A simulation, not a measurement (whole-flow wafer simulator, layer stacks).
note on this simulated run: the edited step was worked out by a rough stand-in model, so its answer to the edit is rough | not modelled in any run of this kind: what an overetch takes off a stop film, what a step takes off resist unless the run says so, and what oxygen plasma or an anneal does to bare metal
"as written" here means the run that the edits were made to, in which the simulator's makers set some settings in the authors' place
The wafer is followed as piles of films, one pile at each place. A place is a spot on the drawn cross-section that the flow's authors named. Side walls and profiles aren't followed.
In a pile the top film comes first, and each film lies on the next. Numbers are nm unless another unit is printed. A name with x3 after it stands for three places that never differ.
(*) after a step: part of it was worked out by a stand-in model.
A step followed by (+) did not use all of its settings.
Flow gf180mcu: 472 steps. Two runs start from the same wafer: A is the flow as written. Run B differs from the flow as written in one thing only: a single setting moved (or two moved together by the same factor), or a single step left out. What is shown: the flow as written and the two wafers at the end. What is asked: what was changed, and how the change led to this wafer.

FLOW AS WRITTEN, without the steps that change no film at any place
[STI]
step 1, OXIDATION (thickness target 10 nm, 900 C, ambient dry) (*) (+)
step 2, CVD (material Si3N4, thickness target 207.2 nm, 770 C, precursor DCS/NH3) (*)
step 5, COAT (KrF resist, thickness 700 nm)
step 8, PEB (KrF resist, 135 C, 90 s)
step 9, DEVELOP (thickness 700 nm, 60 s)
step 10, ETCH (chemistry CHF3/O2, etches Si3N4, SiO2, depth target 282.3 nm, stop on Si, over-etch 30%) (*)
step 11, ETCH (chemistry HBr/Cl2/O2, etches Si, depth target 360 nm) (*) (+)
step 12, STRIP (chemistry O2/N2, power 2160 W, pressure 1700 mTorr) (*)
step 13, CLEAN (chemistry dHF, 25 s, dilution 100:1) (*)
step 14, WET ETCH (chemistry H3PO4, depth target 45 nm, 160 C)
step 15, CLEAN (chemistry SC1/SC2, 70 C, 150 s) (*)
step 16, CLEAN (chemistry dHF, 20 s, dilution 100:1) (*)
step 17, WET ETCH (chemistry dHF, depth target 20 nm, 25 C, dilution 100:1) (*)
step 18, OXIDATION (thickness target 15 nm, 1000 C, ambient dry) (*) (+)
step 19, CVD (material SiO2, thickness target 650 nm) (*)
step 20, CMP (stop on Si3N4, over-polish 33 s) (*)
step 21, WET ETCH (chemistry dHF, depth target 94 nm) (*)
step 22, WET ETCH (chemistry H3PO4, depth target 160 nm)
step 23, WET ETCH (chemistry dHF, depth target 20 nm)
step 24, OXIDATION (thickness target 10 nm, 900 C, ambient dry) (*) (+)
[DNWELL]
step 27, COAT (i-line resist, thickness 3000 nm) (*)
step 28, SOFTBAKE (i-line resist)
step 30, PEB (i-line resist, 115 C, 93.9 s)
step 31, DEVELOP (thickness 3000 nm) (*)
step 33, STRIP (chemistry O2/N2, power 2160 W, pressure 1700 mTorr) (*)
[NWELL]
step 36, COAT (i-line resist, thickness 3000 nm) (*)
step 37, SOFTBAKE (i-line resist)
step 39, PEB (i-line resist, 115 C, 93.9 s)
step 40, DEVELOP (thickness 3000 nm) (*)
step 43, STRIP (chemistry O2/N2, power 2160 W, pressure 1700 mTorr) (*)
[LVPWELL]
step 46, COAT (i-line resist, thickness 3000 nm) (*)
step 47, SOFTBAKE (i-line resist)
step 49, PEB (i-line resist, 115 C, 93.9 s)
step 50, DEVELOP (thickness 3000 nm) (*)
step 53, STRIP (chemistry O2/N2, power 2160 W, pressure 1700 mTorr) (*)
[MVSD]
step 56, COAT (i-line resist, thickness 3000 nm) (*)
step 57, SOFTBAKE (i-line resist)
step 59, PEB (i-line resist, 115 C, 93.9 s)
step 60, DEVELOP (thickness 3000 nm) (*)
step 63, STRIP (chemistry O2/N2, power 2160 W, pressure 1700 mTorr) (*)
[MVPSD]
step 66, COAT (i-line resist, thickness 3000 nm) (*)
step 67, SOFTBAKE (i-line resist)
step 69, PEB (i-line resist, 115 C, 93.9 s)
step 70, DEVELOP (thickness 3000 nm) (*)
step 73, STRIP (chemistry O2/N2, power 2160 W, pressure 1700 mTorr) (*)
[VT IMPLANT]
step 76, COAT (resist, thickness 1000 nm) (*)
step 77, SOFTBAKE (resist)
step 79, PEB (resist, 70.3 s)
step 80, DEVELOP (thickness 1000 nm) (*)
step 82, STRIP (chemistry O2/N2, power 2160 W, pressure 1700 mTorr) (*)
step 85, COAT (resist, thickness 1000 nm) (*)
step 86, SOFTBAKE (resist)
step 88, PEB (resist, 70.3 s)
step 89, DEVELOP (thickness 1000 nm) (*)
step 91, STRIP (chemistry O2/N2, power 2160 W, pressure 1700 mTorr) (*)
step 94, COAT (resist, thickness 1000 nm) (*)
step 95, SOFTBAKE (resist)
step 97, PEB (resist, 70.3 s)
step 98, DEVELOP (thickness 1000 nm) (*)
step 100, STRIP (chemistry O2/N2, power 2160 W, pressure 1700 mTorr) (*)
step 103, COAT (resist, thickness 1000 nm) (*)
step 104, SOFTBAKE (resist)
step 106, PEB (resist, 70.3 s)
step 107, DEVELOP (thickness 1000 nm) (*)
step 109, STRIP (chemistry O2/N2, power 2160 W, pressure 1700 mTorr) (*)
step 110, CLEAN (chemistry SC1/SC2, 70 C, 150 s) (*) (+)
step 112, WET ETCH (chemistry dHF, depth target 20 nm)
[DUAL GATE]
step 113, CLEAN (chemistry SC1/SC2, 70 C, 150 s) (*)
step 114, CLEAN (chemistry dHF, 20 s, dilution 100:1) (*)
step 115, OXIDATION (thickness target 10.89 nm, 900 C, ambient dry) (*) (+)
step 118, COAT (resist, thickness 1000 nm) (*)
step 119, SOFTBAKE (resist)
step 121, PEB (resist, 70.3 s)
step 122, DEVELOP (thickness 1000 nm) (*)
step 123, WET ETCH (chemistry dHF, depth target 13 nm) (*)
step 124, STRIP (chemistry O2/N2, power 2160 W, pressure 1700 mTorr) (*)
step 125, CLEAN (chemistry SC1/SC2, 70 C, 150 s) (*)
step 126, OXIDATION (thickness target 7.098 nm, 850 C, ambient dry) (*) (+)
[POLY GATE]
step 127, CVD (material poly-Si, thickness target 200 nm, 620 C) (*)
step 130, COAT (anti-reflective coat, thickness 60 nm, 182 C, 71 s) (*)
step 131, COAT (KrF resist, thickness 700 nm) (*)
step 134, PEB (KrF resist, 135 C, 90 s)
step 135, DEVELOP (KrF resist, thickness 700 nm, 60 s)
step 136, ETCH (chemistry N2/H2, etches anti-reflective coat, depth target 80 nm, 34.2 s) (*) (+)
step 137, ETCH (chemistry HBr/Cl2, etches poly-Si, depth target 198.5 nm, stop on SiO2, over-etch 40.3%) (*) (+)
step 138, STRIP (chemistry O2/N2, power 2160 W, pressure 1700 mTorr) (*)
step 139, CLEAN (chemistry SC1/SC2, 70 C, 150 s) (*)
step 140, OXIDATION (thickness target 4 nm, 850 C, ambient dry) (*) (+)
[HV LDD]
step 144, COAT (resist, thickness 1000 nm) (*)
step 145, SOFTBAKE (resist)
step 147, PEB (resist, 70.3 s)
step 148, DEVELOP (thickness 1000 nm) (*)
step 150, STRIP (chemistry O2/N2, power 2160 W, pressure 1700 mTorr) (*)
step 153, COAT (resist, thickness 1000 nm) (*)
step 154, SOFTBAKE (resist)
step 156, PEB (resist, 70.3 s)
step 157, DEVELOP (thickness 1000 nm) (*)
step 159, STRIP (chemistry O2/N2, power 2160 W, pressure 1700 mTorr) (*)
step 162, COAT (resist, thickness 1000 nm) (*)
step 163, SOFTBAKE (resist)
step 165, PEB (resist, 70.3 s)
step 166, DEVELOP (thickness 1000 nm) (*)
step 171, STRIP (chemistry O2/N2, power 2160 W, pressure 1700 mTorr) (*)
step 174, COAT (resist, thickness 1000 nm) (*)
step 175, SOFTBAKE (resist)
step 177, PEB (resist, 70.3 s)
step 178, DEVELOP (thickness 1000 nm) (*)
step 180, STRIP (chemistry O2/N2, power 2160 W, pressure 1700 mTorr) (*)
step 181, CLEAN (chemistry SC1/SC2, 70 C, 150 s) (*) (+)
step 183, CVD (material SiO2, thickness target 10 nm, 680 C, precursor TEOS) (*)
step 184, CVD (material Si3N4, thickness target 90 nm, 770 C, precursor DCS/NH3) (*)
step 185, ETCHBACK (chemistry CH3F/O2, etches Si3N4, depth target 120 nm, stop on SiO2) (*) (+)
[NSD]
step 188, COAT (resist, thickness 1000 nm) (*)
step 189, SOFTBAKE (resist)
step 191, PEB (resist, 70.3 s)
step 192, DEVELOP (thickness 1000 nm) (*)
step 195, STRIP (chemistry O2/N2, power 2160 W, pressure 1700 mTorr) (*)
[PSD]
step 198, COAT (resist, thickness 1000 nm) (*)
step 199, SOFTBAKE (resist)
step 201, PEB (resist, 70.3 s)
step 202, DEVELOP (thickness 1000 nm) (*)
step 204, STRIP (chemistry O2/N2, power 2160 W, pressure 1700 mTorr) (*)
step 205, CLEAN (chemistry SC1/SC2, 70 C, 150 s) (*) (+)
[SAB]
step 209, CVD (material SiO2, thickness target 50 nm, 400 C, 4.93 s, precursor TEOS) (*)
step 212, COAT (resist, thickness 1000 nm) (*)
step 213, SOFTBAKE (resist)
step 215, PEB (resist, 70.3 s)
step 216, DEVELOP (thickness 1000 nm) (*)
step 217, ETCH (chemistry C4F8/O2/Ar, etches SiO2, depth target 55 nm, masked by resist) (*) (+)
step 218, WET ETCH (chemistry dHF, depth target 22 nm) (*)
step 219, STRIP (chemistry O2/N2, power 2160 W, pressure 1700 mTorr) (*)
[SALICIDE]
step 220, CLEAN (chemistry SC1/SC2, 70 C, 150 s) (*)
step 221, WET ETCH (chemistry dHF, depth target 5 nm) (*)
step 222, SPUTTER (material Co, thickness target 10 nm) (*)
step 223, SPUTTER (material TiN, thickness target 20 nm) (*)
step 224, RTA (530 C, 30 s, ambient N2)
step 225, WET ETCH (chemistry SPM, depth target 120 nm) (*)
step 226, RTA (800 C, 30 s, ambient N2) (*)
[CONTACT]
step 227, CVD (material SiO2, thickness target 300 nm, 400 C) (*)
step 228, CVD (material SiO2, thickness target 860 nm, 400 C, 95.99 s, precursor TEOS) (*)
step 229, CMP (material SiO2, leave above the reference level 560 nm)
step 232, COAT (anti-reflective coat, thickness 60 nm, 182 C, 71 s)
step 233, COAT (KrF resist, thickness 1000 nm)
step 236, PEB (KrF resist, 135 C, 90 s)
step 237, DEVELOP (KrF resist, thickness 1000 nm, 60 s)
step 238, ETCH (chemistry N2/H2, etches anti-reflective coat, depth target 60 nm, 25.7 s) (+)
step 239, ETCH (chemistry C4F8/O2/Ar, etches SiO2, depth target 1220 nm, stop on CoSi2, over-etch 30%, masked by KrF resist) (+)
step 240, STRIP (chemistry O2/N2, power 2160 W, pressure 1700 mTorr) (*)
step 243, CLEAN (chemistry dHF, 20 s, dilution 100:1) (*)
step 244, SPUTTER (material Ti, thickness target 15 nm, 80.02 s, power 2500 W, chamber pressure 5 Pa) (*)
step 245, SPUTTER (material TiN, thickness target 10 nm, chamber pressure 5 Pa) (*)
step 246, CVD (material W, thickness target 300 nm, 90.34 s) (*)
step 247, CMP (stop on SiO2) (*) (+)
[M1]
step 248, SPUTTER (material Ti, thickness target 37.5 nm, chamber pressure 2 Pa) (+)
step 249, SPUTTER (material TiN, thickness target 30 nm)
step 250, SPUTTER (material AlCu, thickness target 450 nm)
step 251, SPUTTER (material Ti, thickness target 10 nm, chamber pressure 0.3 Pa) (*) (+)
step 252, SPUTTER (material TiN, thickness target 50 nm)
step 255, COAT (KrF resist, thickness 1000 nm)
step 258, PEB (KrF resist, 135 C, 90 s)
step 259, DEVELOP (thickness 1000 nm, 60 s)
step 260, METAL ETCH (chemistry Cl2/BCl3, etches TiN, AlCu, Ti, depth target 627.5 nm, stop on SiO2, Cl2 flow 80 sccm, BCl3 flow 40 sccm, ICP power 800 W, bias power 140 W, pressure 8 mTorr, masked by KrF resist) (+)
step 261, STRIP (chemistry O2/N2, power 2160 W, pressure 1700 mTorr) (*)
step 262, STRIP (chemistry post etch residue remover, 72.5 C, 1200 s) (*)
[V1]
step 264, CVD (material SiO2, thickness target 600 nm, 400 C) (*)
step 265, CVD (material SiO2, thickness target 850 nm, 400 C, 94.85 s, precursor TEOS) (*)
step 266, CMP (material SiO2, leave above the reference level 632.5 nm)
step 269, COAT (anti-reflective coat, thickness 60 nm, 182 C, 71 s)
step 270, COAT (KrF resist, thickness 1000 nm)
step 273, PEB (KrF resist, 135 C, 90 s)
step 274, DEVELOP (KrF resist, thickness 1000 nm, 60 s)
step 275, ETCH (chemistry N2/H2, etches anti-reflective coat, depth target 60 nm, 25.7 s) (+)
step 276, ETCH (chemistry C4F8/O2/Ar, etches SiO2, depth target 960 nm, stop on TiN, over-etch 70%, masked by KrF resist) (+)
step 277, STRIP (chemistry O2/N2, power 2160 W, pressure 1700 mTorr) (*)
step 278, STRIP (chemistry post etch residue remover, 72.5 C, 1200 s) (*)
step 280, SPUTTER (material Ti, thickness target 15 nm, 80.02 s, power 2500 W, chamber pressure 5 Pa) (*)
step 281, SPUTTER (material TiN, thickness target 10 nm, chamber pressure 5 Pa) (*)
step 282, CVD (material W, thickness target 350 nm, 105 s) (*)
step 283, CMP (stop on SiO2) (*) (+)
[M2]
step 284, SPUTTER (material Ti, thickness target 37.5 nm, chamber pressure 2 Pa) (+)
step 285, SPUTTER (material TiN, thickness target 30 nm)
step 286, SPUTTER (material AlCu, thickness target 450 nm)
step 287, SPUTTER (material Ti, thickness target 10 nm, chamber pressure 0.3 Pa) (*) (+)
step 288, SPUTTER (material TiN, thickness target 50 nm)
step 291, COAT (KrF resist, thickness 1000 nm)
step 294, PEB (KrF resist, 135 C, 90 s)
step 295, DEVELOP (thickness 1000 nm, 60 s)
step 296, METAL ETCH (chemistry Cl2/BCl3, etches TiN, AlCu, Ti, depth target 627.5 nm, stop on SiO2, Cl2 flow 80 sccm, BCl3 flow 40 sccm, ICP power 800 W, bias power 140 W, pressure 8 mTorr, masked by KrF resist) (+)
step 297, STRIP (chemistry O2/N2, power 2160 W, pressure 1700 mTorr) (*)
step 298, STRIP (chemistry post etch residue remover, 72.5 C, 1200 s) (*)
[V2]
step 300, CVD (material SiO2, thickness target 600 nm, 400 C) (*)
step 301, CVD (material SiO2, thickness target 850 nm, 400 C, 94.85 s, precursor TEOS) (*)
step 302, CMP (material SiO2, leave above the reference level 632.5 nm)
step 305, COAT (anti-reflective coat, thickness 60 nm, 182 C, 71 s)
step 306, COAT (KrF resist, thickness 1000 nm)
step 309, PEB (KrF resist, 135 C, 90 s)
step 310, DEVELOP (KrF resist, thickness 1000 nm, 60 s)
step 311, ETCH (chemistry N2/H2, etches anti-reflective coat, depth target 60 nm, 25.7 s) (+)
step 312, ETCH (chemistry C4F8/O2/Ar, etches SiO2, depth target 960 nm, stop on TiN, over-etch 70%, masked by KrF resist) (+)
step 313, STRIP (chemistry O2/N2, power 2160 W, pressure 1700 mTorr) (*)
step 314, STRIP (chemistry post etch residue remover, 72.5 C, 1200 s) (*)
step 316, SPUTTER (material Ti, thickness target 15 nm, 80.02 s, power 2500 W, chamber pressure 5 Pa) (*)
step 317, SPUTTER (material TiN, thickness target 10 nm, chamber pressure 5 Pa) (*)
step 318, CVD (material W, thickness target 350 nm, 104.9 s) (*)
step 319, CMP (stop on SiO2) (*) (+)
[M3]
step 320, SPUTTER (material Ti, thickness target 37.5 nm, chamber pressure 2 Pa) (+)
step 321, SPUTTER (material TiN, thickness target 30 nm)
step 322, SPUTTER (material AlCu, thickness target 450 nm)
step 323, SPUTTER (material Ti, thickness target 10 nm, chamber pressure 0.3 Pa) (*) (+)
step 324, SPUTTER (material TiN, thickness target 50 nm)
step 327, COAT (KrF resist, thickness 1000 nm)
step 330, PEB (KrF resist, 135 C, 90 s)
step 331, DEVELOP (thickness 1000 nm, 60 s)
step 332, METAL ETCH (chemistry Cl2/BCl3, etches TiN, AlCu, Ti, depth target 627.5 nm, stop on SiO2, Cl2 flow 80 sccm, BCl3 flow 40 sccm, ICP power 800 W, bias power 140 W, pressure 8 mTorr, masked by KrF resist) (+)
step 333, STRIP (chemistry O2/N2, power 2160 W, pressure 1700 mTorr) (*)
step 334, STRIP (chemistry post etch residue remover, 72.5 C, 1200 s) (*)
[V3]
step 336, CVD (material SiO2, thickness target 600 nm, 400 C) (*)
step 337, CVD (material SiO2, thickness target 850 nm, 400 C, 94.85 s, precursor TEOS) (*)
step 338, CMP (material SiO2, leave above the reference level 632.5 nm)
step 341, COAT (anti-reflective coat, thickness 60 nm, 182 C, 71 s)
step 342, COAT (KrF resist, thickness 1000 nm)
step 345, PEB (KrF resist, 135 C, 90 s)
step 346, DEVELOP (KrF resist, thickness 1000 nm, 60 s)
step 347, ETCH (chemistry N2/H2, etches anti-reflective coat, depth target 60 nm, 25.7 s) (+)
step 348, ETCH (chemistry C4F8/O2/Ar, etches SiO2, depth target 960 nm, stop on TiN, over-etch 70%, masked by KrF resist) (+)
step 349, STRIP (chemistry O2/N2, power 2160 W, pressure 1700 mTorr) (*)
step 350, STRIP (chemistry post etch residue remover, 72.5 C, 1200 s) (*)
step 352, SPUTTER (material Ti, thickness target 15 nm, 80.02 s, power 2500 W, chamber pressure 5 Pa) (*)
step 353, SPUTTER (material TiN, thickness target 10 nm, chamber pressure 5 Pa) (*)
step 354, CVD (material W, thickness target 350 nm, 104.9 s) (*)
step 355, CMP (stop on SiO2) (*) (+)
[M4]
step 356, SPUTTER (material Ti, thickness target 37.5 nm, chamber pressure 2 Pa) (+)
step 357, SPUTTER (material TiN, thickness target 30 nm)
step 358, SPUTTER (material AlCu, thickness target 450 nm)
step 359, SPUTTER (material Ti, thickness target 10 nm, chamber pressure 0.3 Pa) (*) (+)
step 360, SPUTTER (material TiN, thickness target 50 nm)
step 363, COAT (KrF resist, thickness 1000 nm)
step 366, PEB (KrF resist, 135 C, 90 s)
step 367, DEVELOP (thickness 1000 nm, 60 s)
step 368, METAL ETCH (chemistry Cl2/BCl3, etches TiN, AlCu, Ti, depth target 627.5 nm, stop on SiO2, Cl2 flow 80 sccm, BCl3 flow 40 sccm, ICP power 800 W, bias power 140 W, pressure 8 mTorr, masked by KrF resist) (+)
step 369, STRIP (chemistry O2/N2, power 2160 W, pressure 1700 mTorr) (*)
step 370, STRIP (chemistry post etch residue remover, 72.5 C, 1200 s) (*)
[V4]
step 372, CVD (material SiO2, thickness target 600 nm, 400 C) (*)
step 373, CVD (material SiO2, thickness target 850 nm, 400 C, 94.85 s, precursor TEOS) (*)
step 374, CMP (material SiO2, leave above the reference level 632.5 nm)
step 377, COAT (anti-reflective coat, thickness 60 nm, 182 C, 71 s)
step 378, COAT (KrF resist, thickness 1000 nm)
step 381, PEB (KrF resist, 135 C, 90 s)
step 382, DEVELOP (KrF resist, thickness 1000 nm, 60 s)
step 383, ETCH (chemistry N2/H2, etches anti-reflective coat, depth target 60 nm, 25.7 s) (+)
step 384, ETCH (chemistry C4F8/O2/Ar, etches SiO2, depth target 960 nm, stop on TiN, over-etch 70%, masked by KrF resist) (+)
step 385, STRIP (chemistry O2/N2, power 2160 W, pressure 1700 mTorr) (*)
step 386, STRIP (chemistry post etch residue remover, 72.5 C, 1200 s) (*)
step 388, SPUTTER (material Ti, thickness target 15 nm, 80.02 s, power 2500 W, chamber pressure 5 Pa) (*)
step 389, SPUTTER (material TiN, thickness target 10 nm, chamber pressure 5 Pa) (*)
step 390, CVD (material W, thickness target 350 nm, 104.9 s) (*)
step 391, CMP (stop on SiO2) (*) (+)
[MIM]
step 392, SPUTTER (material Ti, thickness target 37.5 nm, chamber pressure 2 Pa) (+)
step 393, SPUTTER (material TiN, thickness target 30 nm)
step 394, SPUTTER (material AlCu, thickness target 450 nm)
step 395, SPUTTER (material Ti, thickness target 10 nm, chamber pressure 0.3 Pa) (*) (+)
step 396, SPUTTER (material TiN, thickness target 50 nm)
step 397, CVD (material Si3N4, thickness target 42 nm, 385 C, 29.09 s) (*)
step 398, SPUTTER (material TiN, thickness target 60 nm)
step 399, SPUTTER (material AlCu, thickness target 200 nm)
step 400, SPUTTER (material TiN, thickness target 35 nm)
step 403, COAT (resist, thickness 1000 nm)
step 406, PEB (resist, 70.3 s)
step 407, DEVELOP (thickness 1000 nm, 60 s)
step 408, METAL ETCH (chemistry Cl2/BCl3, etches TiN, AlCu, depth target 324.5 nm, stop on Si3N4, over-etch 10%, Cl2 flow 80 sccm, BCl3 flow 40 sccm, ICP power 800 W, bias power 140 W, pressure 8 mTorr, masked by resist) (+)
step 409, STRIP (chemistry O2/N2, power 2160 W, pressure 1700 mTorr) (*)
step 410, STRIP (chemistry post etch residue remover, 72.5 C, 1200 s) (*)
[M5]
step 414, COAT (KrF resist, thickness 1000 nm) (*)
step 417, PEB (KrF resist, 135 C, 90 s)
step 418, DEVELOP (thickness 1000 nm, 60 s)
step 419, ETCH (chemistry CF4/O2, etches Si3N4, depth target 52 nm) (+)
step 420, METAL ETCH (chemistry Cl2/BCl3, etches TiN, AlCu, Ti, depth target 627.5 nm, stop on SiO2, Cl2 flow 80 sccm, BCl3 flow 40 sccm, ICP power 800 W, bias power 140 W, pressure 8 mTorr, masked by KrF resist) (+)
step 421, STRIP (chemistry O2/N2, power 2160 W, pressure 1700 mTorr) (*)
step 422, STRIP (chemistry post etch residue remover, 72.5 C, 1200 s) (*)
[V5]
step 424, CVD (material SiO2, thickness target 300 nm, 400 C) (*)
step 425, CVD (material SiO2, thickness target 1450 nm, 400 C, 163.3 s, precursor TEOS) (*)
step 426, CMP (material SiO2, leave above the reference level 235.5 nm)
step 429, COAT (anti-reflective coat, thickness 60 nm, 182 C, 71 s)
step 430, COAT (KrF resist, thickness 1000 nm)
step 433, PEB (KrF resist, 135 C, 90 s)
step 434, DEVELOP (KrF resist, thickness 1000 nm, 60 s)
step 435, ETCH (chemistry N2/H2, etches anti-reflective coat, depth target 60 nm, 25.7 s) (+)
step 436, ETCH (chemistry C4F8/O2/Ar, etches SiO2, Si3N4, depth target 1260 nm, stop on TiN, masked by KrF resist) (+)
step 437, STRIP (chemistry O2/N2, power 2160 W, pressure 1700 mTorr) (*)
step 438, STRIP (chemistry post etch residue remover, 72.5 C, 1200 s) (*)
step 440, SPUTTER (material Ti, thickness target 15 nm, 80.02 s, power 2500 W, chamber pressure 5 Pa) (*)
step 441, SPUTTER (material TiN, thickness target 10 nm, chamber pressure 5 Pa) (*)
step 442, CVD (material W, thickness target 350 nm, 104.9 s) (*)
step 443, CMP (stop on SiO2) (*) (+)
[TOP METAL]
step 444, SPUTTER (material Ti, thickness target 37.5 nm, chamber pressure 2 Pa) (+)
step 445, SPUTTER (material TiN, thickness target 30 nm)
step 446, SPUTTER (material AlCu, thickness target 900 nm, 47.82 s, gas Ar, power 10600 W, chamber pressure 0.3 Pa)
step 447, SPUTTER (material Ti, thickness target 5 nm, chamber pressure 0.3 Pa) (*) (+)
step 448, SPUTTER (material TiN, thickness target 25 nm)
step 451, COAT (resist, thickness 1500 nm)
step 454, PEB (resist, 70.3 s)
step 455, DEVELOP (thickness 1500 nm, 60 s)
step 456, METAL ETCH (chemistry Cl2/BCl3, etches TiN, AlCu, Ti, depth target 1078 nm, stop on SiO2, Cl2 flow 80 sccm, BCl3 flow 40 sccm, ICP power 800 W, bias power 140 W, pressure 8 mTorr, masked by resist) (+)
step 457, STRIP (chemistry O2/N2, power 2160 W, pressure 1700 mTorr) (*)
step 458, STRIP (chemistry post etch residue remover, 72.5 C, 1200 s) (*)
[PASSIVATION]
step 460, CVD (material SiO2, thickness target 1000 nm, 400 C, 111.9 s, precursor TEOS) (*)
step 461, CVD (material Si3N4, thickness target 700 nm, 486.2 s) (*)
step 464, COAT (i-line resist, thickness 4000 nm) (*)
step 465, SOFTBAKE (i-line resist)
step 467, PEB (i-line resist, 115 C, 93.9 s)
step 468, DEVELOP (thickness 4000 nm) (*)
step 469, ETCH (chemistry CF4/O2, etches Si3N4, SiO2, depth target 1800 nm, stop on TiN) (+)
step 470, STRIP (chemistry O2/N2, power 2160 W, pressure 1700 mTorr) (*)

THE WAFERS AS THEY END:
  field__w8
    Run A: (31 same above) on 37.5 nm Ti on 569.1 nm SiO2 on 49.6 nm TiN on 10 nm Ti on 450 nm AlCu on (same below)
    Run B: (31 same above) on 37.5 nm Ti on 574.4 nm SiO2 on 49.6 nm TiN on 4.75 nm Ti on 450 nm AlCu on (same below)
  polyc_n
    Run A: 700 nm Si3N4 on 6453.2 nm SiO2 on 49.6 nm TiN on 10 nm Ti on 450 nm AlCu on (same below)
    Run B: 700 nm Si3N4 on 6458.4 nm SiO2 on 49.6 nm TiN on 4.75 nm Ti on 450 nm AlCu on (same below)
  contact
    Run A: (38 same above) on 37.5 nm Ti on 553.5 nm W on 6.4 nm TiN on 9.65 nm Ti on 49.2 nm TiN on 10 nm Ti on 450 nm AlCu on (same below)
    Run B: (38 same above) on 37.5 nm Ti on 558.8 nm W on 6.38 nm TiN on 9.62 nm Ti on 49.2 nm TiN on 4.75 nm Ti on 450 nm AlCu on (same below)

The reason: step 251, SPUTTER: thickness target 4.75 nm was run, though the flow has thickness target 10 nm.
The wafer lets one read it off: field__w8 has Ti 4.75, and step 251 as written asks for 10 nm.

Step by step, how the change led to this:
  step 251, SPUTTER (material Ti, thickness target 10 nm, chamber pressure 0.3 Pa) (*) (+)
      field, field__w1, field__w2 and 108 more: A +10 Ti (new film) | B +4.75 Ti (new film)
  step 260, METAL ETCH (chemistry Cl2/BCl3, etches TiN, AlCu, Ti, depth target 627.5 nm, stop on SiO2, Cl2 flow 80 sccm, BCl3 flow 40 sccm, ICP power 800 W, bias power 140 W, pressure 8 mTorr, masked by KrF resist) (+)
      field, field__w1, field__w2 and 99 more: A -50 TiN (all of it), -10 Ti (all of it), -450 AlCu (all of it), -30 TiN (all of it), -37.5 Ti (all of it) | B -50 TiN (all of it), -4.75 Ti (all of it), -450 AlCu (all of it), -30 TiN (all of it), -37.5 Ti (all of it)
